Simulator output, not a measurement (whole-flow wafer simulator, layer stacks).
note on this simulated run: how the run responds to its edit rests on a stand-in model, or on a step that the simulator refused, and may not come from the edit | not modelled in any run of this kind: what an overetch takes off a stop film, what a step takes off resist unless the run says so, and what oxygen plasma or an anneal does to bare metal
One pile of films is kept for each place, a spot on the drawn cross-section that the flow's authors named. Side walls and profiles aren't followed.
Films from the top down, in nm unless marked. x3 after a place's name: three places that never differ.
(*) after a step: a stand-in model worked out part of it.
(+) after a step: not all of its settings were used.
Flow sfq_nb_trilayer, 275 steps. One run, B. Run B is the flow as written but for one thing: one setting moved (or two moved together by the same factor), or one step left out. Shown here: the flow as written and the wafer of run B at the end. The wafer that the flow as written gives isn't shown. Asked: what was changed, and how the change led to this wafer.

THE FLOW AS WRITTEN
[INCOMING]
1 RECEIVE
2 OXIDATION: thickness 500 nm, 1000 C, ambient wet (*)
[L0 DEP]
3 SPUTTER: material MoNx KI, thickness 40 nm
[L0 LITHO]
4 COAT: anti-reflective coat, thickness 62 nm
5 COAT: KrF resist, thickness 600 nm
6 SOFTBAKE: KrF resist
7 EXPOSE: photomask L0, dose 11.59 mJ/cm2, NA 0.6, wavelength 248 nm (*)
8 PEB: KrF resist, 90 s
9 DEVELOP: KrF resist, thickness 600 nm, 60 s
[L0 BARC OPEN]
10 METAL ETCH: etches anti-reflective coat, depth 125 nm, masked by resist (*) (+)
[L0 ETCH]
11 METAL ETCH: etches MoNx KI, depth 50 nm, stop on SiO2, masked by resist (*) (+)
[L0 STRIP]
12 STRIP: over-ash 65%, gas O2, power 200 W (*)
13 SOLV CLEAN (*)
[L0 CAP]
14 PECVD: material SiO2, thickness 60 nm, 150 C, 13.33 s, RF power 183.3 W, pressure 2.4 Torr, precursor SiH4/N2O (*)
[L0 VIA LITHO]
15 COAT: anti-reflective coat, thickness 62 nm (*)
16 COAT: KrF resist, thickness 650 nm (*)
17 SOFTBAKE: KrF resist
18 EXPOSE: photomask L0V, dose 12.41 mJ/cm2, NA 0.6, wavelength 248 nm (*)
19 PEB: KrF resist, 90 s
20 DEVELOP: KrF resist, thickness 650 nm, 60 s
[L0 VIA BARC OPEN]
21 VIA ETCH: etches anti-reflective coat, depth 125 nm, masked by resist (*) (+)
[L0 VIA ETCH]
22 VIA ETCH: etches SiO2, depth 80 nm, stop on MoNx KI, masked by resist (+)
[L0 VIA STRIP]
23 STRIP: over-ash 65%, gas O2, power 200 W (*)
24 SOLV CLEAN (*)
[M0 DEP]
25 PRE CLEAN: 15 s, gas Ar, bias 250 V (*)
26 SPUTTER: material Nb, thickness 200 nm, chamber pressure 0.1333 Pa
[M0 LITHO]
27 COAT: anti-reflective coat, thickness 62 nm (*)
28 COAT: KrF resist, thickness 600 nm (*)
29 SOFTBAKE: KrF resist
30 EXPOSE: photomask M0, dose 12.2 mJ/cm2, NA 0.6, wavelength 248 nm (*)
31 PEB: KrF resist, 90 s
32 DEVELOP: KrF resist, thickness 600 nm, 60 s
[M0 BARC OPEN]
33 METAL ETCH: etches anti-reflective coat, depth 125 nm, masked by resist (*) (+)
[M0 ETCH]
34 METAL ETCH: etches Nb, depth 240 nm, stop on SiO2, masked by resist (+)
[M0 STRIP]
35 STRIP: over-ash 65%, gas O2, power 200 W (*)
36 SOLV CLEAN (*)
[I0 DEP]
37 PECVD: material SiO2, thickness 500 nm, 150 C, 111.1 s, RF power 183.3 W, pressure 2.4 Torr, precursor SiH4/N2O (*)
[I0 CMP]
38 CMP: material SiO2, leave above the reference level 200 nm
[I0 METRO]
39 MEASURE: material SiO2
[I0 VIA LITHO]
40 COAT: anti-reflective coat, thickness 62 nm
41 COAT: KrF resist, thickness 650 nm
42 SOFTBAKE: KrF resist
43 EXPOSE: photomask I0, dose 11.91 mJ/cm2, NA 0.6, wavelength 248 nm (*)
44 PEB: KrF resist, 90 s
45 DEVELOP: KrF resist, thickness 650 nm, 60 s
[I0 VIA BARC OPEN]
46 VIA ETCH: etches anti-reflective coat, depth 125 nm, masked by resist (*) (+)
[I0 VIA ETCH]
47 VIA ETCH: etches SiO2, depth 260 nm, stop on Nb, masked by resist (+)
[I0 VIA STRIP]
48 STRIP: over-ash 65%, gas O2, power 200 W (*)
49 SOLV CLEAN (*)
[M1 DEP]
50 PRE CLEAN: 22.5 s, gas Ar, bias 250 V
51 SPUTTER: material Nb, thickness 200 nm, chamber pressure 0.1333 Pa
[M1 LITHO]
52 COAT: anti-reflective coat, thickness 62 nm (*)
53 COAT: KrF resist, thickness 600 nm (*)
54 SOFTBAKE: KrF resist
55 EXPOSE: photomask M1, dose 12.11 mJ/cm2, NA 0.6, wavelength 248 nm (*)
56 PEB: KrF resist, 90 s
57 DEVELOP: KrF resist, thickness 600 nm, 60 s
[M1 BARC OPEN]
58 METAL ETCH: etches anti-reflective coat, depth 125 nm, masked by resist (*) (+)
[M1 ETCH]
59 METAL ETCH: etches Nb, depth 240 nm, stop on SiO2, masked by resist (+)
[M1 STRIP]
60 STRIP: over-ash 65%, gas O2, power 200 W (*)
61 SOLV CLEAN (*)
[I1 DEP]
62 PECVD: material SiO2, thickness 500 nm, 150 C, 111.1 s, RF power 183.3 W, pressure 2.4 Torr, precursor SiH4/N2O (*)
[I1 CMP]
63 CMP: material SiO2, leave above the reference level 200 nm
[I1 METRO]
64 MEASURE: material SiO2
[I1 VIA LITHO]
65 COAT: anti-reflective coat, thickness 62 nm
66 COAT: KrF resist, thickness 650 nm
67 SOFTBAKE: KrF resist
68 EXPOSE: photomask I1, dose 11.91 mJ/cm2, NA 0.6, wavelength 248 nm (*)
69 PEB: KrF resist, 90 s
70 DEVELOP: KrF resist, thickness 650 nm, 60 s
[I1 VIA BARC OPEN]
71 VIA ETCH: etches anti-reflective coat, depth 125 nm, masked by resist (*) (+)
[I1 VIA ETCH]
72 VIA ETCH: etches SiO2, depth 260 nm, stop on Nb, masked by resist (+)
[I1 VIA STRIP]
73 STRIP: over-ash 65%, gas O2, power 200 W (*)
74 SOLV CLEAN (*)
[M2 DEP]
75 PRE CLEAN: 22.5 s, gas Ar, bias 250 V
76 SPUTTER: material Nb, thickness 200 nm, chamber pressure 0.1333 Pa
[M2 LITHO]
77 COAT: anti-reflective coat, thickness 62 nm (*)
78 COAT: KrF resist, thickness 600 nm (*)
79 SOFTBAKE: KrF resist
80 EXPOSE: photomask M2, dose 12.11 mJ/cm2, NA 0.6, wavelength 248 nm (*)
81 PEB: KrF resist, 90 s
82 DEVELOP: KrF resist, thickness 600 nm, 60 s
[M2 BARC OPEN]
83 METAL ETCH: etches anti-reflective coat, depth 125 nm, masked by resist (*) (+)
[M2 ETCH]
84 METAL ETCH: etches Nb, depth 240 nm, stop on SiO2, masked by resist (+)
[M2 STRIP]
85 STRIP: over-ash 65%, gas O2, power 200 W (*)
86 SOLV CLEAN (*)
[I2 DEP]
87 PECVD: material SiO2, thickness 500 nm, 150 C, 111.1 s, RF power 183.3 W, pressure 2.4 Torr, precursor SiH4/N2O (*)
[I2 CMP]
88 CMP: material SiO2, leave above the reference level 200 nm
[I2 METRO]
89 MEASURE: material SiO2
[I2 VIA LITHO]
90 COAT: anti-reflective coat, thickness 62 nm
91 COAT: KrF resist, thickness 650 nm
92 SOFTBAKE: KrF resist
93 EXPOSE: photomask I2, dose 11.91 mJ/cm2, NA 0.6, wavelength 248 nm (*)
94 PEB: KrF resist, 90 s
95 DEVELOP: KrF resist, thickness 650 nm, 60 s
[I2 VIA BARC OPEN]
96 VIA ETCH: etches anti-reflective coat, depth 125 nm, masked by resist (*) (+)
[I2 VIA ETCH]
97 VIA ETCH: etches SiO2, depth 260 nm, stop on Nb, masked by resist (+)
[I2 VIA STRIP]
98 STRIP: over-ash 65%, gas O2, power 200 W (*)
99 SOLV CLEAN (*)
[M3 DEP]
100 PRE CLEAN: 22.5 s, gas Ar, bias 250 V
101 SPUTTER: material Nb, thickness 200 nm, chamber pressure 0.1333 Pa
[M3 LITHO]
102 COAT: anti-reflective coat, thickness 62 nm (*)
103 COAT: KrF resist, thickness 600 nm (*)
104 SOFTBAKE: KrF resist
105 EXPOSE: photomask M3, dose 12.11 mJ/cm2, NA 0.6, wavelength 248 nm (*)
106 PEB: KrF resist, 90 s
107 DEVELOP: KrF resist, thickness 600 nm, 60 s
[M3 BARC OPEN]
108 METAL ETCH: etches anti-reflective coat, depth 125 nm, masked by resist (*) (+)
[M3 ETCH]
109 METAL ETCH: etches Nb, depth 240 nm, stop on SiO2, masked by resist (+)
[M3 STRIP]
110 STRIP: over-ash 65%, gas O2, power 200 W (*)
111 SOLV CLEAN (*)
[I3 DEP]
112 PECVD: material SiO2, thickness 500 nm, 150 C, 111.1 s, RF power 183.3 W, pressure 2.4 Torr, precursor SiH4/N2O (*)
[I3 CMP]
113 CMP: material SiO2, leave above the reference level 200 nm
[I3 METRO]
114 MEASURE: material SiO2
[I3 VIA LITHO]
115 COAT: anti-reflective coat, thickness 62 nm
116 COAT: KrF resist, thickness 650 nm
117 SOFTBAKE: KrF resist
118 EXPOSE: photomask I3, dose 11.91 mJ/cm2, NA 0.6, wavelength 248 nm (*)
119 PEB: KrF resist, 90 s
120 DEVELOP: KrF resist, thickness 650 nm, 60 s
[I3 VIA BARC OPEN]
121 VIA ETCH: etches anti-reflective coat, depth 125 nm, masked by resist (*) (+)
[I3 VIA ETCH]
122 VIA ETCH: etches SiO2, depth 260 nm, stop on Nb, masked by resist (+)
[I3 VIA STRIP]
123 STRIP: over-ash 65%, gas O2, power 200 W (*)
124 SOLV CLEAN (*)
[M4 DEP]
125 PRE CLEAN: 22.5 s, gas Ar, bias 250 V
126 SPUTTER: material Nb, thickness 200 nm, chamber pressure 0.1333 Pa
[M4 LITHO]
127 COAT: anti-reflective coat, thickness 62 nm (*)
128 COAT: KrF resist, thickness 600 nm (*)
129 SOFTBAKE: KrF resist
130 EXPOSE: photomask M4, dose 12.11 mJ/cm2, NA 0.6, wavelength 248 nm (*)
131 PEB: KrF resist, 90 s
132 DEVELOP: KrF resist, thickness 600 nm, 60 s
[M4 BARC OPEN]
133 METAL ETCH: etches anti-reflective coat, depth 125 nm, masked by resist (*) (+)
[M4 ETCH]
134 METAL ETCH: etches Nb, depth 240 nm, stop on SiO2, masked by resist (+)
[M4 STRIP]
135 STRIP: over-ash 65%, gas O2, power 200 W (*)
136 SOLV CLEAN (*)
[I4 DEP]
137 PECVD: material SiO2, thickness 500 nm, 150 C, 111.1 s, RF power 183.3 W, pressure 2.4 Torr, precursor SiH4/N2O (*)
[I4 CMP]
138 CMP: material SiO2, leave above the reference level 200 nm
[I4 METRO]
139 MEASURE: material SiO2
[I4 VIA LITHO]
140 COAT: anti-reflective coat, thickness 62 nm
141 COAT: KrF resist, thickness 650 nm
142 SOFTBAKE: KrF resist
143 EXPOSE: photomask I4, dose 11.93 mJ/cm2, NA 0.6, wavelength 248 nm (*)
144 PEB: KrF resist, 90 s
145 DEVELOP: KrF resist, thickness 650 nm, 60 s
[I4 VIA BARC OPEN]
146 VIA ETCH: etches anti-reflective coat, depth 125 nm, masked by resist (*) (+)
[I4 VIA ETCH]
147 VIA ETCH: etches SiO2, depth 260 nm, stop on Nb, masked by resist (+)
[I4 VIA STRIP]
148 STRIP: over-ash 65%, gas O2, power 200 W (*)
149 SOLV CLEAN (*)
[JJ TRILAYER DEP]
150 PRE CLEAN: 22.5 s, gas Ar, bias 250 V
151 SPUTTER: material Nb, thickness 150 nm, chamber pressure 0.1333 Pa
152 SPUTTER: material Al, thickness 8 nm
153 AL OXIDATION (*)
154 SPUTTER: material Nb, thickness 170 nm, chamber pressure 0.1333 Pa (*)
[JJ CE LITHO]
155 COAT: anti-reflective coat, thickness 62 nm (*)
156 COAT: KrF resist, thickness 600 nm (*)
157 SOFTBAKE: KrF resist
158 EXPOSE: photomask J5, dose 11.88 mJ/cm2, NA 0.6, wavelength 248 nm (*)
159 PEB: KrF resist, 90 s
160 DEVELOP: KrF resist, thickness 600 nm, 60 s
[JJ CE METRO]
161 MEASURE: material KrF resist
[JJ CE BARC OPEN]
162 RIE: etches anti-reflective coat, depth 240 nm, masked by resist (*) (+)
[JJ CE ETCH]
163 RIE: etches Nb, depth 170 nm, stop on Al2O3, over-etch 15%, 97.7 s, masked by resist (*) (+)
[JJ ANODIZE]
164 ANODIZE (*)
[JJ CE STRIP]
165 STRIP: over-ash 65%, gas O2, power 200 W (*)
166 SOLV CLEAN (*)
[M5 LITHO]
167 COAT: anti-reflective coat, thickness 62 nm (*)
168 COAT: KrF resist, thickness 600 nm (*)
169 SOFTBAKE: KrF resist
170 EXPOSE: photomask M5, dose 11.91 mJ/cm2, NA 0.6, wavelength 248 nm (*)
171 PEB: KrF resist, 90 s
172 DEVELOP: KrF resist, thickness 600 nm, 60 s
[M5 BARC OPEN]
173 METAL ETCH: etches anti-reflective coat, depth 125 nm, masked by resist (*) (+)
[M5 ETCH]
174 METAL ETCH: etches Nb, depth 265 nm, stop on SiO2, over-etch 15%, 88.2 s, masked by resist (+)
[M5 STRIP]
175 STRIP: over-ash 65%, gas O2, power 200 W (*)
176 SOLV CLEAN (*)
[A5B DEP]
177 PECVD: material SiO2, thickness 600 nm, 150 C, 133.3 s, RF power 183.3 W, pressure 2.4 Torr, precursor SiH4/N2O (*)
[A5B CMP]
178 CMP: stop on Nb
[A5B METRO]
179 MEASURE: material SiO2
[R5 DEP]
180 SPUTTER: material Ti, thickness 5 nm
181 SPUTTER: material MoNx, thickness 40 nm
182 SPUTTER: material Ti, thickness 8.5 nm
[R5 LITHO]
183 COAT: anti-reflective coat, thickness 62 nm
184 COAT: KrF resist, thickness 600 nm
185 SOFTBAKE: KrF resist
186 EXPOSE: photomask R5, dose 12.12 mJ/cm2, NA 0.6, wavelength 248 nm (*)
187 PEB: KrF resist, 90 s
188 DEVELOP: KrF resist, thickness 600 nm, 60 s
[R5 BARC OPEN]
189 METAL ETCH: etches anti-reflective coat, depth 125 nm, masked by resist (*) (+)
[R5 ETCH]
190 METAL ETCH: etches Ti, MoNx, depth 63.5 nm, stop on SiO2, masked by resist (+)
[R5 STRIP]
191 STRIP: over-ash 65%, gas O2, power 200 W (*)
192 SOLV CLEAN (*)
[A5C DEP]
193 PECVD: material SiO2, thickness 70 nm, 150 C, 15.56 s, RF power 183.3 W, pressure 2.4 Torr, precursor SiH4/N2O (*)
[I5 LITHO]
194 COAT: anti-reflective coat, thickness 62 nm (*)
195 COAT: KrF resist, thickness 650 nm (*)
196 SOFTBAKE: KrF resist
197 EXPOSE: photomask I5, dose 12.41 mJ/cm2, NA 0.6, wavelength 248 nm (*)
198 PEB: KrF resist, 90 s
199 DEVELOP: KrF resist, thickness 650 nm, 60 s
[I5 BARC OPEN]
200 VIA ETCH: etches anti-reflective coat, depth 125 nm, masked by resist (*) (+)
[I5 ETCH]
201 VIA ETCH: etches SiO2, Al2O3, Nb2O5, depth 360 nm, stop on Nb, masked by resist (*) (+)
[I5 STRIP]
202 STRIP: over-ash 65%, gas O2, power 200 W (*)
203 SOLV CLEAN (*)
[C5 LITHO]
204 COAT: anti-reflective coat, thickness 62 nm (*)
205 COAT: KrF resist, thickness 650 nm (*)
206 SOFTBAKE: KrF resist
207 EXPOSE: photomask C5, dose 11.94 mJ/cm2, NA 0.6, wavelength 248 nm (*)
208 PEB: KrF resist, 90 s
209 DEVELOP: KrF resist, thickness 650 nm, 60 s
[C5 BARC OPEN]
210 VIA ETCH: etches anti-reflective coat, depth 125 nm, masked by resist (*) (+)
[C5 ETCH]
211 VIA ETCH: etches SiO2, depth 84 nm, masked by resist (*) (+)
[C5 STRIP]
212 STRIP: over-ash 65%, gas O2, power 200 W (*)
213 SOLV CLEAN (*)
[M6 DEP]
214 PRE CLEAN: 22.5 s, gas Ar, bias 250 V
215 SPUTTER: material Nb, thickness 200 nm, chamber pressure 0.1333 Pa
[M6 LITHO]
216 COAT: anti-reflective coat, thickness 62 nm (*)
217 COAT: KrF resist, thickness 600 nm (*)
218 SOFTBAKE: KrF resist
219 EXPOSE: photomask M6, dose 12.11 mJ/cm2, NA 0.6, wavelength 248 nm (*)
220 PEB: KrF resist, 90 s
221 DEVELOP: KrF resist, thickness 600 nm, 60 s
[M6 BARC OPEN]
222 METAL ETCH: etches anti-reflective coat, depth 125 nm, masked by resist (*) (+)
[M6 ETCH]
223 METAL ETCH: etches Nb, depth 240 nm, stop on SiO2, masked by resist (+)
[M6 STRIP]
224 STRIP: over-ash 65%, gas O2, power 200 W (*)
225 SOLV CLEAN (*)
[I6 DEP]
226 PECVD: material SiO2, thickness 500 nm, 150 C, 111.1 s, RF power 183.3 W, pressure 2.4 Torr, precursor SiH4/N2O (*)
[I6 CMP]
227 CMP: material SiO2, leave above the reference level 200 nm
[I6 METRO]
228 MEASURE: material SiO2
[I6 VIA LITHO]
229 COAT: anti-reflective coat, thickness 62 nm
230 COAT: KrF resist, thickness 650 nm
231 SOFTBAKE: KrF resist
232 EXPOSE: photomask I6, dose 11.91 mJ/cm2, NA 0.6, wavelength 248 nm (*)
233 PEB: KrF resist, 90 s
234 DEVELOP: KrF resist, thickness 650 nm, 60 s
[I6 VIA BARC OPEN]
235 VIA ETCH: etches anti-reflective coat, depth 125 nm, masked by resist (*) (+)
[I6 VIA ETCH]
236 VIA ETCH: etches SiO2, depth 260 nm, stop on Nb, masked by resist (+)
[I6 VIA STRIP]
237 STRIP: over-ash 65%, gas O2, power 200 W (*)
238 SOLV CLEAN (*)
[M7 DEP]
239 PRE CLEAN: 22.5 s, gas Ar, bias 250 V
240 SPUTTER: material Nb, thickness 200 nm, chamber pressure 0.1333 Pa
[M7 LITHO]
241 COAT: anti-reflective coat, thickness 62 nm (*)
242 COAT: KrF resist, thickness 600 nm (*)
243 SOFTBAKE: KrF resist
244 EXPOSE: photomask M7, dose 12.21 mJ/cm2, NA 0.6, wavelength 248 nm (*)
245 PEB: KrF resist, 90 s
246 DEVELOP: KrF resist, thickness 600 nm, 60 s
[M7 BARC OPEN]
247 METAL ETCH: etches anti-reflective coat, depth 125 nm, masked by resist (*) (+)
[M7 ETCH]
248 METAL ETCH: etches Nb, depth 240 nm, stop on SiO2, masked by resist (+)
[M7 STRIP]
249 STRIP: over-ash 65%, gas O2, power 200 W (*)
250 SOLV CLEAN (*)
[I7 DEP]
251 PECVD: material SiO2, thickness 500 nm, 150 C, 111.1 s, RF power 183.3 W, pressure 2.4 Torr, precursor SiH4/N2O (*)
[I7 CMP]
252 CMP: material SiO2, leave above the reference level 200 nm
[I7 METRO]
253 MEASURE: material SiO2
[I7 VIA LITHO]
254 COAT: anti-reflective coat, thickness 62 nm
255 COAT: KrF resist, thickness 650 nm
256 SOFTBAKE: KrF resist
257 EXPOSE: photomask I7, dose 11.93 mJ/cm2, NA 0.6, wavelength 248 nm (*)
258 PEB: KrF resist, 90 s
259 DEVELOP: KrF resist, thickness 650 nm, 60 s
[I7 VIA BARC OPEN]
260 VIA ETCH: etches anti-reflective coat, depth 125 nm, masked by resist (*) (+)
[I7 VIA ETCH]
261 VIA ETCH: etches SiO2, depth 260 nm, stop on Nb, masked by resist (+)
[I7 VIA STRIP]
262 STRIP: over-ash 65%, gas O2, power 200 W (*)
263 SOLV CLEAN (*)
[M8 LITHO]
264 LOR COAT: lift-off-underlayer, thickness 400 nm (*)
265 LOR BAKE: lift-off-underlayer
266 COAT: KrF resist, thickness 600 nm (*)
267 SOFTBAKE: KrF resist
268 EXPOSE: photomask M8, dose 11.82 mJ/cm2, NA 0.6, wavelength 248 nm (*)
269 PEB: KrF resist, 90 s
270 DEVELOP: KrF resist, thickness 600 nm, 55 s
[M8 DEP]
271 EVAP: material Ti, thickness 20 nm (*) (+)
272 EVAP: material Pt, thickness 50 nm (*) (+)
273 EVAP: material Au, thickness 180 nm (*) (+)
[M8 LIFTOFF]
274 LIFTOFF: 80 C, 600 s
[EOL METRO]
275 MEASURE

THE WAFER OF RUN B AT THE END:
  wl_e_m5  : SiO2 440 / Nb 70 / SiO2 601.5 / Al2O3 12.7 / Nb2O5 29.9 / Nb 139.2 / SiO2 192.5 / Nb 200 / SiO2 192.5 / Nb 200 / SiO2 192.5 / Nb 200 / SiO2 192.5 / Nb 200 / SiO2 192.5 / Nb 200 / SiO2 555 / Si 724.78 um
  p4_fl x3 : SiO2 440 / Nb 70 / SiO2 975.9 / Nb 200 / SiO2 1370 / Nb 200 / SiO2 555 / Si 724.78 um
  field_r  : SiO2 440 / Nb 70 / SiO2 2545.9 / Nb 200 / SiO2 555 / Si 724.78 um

The cause: step 240, SPUTTER: thickness 310 nm was run, where the flow has thickness 200 nm.

How the change led to this, step by step:
  240 SPUTTER: material Nb, thickness 200 nm, chamber pressure 0.1333 Pa
      field_l, v_sur, via_wl and 102 more: Nb +310 (new film) (as written it would be: Nb +200 (new film))
      via_v: Nb +250.5 (as written it would be: Nb +161.1)
  241 COAT: anti-reflective coat, thickness 62 nm (*)
      via_v: anti-reflective coat +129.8 (new film) (as written it would be: anti-reflective coat +126 (new film))
  248 METAL ETCH: etches Nb, depth 240 nm, stop on SiO2, masked by resist (+)
      field_l, field_r, lsp_l and 62 more: Nb -240 (as written it would be: Nb -200 (all of it))
  249 STRIP: over-ash 65%, gas O2, power 200 W (*)
      via_v: KrF resist -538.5 (all of it), anti-reflective coat -129.8 (all of it) (as written it would be: KrF resist -524.5 (all of it), anti-reflective coat -126 (all of it))
  251 PECVD: material SiO2, thickness 500 nm, 150 C, 111.1 s, RF power 183.3 W, pressure 2.4 Torr, precursor SiH4/N2O (*)
      field_l, p4_fl x3, p4_w1 x3 and 52 more: SiO2 +500 (new film) (as written it would be: SiO2 +500)
      field_r, lsp_l: SiO2 +473.2 (new film) (as written it would be: SiO2 +477.7)
      (and at 4 more places)
  252 CMP: material SiO2, leave above the reference level 200 nm
      field_l, p4_fl x3, p4_w1 x3 and 52 more: SiO2 -60 (as written it would be: SiO2 -100)
      field_r, lsp_l: SiO2 -33.2 (as written it would be: SiO2 -77.7)
      (and at 3 more places)
Counting metal films that touch as one body, wl_e_m5 has 7 bodies (between them, from the top down: SiO2 601.5 / Al2O3 12.7 / Nb2O5 29.9; SiO2 192.5; SiO2 192.5; SiO2 192.5; SiO2 192.5; SiO2 192.5); the flow as written gives 6 bodies (between them, from the top down: SiO2 192.5; SiO2 192.5; SiO2 192.5; SiO2 192.5; SiO2 192.5).
Counting metal films that touch as one body, p4_fl x3 has 3 bodies (between them, from the top down: SiO2 975.9; SiO2 1370); the flow as written gives 2 bodies (between them, from the top down: SiO2 1370).
Counting metal films that touch as one body, field_r has 2 bodies (between them, from the top down: SiO2 2545.9); the flow as written gives 1 body.
